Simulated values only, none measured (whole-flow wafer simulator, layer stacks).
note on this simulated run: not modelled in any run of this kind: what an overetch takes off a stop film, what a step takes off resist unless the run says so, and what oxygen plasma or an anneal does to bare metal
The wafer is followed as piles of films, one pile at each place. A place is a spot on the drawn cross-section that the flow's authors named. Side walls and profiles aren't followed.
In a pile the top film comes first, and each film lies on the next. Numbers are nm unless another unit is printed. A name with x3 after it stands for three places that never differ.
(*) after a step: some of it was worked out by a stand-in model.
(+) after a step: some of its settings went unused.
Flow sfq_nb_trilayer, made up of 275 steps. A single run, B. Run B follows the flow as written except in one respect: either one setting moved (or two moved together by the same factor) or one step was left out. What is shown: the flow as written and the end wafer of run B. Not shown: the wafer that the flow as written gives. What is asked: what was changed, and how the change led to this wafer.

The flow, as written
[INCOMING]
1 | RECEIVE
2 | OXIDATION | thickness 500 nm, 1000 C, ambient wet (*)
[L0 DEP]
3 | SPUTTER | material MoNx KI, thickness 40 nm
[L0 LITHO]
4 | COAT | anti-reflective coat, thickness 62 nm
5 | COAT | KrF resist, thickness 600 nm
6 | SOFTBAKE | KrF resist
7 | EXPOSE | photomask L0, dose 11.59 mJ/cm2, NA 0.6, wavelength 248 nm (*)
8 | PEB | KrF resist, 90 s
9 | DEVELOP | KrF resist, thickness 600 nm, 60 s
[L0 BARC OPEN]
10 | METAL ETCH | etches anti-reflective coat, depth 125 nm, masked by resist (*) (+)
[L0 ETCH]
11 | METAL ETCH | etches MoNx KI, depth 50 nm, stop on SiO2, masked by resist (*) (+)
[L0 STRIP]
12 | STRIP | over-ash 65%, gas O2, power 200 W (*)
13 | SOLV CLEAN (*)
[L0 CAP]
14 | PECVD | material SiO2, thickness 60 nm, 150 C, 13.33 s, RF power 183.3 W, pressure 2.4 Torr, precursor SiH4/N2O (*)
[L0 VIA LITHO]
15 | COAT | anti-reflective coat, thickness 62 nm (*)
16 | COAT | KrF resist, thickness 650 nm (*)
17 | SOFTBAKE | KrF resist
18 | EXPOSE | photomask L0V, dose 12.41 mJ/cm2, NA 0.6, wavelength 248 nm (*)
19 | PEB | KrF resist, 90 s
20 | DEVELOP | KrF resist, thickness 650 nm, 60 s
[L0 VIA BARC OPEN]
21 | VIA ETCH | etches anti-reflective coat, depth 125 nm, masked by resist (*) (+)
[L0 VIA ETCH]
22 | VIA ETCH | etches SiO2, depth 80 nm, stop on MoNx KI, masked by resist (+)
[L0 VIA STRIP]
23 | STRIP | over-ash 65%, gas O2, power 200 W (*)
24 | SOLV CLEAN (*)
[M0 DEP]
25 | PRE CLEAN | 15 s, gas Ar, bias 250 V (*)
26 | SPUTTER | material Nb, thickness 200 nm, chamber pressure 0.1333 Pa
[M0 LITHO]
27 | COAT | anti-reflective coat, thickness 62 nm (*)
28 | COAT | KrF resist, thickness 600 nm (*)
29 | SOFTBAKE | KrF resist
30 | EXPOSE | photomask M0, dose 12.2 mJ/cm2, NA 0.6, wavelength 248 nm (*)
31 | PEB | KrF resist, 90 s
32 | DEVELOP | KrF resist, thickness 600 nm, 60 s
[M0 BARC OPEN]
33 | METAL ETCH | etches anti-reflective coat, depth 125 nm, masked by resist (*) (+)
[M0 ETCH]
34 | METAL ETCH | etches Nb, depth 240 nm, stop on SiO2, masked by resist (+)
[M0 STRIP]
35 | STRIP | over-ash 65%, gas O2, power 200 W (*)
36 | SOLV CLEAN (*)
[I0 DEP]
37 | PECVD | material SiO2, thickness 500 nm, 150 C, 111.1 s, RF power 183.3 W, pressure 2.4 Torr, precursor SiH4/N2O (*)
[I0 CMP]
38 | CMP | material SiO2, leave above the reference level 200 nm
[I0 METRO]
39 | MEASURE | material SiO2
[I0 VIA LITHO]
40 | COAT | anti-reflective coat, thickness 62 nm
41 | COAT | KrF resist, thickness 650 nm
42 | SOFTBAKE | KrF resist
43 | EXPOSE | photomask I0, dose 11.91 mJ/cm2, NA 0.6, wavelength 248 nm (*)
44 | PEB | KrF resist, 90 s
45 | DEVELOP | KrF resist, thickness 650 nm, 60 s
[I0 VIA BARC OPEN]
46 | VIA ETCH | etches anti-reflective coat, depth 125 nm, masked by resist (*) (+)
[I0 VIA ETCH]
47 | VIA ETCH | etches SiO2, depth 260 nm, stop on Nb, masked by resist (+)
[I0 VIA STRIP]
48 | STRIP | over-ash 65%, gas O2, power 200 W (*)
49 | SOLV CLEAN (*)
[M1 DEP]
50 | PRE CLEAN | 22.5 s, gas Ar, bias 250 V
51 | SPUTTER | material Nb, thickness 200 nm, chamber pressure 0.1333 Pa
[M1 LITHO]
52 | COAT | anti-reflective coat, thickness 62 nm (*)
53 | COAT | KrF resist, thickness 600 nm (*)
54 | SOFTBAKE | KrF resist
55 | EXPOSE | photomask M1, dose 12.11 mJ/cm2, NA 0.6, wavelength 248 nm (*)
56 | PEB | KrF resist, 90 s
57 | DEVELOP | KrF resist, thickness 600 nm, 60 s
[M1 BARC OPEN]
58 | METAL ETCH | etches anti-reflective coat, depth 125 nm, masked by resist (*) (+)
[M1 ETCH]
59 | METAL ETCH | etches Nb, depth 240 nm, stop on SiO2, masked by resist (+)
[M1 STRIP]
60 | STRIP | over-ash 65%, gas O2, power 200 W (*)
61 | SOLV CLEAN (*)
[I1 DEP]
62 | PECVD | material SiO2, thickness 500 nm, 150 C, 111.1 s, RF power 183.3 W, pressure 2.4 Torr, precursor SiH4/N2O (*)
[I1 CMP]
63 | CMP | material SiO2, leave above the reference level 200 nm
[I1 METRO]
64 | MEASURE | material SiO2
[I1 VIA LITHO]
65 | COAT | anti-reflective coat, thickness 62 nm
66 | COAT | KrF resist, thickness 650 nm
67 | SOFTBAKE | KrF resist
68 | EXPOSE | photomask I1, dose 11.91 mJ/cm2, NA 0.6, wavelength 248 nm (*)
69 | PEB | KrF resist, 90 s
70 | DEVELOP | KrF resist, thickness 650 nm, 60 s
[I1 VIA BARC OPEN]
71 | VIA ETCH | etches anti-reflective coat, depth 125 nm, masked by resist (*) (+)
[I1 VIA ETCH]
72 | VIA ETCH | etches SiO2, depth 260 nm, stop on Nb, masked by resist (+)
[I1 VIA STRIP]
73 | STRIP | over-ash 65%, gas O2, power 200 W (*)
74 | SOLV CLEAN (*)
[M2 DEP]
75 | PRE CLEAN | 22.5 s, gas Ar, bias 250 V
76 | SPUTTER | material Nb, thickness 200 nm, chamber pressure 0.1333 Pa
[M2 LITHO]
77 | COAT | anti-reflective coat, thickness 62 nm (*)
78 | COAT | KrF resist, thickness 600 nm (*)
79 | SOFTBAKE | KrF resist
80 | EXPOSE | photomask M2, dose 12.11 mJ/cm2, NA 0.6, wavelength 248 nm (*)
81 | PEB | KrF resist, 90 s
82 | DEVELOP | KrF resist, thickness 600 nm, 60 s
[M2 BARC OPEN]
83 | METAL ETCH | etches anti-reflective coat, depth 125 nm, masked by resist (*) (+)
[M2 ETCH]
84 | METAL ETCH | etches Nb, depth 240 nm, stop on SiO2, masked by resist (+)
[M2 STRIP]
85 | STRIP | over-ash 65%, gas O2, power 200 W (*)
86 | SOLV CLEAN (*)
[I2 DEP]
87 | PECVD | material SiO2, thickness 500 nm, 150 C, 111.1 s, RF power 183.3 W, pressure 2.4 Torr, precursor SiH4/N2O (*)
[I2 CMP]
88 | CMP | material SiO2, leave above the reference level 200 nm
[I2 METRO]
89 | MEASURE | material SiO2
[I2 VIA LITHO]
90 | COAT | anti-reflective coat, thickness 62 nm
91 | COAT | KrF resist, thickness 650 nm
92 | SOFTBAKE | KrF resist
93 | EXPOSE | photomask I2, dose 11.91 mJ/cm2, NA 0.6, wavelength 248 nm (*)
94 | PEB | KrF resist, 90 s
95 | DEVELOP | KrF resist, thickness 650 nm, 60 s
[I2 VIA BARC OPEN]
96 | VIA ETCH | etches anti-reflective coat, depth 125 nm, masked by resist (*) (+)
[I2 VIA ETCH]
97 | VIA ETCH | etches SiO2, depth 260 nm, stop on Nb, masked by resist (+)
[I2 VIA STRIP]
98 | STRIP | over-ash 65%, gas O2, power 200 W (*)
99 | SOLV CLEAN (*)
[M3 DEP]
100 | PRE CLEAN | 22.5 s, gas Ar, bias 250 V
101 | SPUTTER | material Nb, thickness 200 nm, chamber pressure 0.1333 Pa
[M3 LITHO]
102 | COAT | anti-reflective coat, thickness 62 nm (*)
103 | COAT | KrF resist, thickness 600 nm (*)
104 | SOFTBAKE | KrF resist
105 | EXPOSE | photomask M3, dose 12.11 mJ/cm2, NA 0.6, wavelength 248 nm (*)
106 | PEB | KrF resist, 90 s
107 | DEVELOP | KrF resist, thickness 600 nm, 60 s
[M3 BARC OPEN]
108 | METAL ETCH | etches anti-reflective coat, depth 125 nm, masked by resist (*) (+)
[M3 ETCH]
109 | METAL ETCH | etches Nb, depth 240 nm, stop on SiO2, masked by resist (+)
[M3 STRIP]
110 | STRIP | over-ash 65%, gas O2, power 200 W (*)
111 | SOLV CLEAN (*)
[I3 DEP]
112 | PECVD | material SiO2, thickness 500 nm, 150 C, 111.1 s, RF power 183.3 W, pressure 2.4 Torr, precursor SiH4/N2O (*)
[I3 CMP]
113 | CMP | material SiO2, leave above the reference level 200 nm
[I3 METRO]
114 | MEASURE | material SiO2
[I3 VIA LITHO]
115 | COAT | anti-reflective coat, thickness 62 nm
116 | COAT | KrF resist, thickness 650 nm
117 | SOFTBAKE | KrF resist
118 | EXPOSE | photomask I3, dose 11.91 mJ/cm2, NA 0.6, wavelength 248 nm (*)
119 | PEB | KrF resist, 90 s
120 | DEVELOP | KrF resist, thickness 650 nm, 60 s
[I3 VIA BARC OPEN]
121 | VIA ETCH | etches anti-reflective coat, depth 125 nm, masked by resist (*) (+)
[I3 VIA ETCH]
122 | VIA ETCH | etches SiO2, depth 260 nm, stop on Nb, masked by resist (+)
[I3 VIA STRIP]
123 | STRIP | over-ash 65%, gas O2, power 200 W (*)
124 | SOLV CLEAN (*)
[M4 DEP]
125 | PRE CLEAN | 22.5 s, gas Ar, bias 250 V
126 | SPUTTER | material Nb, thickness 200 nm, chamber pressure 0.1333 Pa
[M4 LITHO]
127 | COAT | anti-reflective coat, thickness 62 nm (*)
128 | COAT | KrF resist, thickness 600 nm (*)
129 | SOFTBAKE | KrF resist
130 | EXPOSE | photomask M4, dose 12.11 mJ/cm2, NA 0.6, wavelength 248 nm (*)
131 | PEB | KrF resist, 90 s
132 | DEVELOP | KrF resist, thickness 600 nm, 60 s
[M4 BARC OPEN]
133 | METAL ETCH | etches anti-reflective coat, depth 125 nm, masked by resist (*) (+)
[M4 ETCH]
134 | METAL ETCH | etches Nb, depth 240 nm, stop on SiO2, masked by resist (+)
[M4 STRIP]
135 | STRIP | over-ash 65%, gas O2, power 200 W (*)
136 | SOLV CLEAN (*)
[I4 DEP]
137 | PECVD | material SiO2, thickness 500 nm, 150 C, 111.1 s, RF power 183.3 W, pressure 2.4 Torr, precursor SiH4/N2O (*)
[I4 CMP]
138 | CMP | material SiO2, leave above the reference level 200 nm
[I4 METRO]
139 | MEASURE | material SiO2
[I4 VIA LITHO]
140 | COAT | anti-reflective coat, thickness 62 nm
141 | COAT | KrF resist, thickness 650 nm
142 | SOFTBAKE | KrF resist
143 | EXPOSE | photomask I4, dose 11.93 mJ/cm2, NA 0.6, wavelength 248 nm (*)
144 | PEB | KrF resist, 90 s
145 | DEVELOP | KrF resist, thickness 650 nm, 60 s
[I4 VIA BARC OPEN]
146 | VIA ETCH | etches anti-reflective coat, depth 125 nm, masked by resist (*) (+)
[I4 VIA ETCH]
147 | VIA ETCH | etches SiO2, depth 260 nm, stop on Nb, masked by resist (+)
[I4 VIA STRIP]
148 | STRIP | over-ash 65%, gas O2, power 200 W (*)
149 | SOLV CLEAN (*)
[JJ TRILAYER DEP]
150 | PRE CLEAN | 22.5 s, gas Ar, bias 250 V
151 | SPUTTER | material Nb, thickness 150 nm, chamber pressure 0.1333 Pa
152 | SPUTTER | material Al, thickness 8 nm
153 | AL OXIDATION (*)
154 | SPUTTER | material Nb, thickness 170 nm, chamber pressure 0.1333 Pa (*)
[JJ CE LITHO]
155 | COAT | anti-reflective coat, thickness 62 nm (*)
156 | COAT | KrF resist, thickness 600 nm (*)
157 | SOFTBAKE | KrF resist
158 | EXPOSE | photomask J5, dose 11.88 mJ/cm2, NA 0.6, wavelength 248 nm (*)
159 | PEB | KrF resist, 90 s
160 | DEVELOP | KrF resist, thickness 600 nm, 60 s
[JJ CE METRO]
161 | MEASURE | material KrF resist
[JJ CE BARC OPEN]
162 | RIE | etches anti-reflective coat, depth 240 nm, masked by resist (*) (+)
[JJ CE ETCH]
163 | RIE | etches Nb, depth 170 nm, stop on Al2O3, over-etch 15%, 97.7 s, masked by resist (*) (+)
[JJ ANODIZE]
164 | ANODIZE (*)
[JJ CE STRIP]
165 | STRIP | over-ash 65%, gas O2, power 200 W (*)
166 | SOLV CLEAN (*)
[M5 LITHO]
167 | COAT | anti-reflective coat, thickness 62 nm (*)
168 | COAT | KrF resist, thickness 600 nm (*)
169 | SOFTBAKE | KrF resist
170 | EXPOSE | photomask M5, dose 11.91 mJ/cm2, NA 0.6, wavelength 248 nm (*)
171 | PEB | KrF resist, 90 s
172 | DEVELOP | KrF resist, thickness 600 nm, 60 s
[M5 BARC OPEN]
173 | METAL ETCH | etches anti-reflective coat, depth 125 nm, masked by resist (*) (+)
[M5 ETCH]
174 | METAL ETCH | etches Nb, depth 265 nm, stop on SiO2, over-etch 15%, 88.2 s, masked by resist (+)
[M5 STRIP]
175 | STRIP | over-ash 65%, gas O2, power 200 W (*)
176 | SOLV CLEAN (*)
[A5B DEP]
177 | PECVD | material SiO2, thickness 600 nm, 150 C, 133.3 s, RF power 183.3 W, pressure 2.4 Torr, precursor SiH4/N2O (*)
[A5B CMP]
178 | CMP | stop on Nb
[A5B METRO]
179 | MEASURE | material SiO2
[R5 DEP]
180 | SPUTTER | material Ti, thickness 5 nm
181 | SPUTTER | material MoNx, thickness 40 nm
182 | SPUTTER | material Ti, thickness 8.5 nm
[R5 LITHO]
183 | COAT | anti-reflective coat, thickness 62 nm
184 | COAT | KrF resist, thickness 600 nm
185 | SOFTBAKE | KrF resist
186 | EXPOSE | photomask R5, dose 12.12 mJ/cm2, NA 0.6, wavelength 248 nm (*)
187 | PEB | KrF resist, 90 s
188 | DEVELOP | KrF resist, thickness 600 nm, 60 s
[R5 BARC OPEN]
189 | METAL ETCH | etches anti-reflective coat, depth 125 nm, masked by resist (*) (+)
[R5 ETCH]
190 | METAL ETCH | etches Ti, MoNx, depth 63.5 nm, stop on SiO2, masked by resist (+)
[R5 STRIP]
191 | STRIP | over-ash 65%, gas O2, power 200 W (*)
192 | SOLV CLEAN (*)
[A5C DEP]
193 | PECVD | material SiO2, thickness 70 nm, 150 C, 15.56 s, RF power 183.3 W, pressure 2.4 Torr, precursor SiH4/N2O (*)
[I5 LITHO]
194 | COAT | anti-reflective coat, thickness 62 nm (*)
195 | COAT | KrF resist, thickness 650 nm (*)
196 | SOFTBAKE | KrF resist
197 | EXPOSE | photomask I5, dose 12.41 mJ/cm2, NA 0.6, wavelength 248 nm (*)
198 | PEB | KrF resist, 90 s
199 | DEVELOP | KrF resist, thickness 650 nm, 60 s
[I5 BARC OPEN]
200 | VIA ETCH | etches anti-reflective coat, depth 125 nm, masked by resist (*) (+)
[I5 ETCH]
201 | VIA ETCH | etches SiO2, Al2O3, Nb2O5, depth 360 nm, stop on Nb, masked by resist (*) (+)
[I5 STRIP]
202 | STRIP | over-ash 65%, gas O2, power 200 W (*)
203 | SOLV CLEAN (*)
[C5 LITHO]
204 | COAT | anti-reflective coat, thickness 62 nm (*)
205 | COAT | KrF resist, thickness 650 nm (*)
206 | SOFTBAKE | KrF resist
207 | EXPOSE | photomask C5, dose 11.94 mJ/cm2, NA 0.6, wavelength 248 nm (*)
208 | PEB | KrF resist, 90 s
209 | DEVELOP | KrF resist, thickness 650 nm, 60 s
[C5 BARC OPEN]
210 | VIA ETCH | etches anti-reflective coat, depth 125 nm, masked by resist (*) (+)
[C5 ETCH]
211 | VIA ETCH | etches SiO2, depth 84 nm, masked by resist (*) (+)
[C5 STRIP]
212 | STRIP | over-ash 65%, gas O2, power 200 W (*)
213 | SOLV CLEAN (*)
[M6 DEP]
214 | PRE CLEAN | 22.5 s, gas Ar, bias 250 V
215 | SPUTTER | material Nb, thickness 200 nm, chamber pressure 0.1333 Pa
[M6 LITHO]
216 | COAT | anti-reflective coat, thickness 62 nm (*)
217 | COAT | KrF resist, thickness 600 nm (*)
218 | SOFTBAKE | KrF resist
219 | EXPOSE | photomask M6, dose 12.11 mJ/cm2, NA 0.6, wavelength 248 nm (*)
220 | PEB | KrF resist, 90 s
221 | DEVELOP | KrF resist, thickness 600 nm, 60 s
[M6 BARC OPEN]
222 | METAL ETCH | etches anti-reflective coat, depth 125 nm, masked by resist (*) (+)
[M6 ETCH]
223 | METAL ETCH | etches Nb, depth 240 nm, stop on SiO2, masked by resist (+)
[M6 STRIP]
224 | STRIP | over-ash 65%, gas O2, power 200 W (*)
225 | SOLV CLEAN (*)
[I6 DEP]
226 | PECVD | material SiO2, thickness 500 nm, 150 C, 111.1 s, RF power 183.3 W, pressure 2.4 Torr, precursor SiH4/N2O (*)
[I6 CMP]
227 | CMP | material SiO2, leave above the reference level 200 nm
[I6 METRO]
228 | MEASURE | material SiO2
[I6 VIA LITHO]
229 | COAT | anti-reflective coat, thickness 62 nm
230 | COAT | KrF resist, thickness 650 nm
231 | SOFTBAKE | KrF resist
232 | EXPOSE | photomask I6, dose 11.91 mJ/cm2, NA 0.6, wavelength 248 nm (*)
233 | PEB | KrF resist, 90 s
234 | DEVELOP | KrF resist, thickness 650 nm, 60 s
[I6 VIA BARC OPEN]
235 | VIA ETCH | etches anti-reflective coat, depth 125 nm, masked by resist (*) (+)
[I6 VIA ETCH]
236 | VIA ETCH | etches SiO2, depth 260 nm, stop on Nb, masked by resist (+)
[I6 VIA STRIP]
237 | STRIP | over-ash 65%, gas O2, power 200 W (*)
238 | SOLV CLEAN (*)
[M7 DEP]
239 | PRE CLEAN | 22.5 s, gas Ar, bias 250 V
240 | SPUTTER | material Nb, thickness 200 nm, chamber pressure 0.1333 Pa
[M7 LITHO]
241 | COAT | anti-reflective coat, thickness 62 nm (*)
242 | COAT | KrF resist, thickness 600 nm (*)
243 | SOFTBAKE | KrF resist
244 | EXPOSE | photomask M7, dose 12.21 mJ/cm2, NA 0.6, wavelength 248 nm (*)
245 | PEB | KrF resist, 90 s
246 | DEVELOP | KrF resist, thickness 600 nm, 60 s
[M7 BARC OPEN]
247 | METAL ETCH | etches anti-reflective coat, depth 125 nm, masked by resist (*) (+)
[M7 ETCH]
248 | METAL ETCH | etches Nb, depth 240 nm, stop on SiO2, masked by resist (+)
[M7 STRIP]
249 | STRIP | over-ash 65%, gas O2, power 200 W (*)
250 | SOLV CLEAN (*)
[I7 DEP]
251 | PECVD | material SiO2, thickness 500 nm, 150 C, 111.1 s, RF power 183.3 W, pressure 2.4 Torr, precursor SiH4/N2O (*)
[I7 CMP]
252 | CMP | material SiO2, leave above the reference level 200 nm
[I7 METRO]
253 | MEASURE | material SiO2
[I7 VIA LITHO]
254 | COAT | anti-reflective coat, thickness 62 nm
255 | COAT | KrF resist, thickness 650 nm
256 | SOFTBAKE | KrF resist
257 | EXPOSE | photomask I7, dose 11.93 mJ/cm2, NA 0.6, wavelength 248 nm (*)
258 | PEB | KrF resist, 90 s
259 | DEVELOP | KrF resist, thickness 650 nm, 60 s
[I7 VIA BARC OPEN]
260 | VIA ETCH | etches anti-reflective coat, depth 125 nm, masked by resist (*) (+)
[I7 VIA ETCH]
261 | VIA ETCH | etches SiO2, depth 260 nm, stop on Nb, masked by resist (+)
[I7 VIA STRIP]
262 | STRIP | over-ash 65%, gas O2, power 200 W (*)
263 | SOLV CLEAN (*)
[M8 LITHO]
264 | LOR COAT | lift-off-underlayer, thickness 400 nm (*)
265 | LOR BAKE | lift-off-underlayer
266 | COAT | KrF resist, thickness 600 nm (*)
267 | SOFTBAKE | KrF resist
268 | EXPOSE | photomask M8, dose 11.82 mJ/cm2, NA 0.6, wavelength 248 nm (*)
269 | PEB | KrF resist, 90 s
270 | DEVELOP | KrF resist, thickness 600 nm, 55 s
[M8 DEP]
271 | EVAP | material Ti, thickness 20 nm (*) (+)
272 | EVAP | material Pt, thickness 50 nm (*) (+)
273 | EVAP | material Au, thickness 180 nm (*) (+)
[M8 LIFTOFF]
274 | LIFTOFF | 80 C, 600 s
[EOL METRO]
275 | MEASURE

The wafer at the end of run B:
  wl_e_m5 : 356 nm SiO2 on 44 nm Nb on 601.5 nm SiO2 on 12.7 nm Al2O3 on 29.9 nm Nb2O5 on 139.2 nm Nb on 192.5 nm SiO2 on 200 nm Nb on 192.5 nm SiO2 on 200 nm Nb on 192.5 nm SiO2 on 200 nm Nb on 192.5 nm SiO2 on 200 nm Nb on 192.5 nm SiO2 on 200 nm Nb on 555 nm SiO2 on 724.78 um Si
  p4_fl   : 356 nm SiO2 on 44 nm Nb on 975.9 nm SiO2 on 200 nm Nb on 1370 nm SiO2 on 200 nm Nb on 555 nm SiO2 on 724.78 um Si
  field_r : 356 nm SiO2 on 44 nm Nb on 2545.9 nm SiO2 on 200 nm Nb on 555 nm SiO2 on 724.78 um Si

Cause: step 248, METAL ETCH: depth 156 nm was run, while the flow as written has depth 240 nm.

How this came from the change, step by step:
  248 | METAL ETCH | etches Nb, depth 240 nm, stop on SiO2, masked by resist (+)
      field_l, field_r, lsp_l and 62 more: -156 Nb (it would be, as written: -200 Nb (all of it))
      v_sur, via_wl, via_w and 38 more: -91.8 KrF resist (it would be, as written: -141.2 KrF resist)
  249 | STRIP | over-ash 65%, gas O2, power 200 W (*)
      wl_j_sl, wl_jj, wl_j_sr and 14 more: -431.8 KrF resist (all of it), -62 anti-reflective coat (all of it) (it would be, as written: -382.4 KrF resist (all of it), -62 anti-reflective coat (all of it))
      ln_m5, lsp_m: -431.3 KrF resist (all of it), -61.8 anti-reflective coat (all of it) (it would be, as written: -381.9 KrF resist (all of it), -61.8 anti-reflective coat (all of it))
      (and at 22 other places as well)
  251 | PECVD | material SiO2, thickness 500 nm, 150 C, 111.1 s, RF power 183.3 W, pressure 2.4 Torr, precursor SiH4/N2O (*)
      field_l, p4_fl, p4_fm and 56 more: +500 SiO2 (new film) (it would be, as written: +500 SiO2)
      field_r, lsp_l: +482.6 SiO2 (new film) (it would be, as written: +477.7 SiO2)
      (and at 4 other places as well)
  252 | CMP | material SiO2, leave above the reference level 200 nm
      field_l, p4_fl, p4_fm and 56 more: -144 SiO2 (it would be, as written: -100 SiO2)
      field_r, lsp_l: -126.6 SiO2 (it would be, as written: -77.7 SiO2)
      (and at 2 other places as well)
If metal films that touch count as one body, wl_e_m5 has 7 bodies (between them, from the top down: SiO2 601.5 / Al2O3 12.7 / Nb2O5 29.9; SiO2 192.5; SiO2 192.5; SiO2 192.5; SiO2 192.5; SiO2 192.5); the flow as written gives 6 bodies (between them, from the top down: SiO2 192.5; SiO2 192.5; SiO2 192.5; SiO2 192.5; SiO2 192.5).
If metal films that touch count as one body, p4_fl has 3 bodies (between them, from the top down: SiO2 975.9; SiO2 1370); the flow as written gives 2 bodies (between them, from the top down: SiO2 1370).
If metal films that touch count as one body, field_r has 2 bodies (between them, from the top down: SiO2 2545.9); the flow as written gives 1 body.
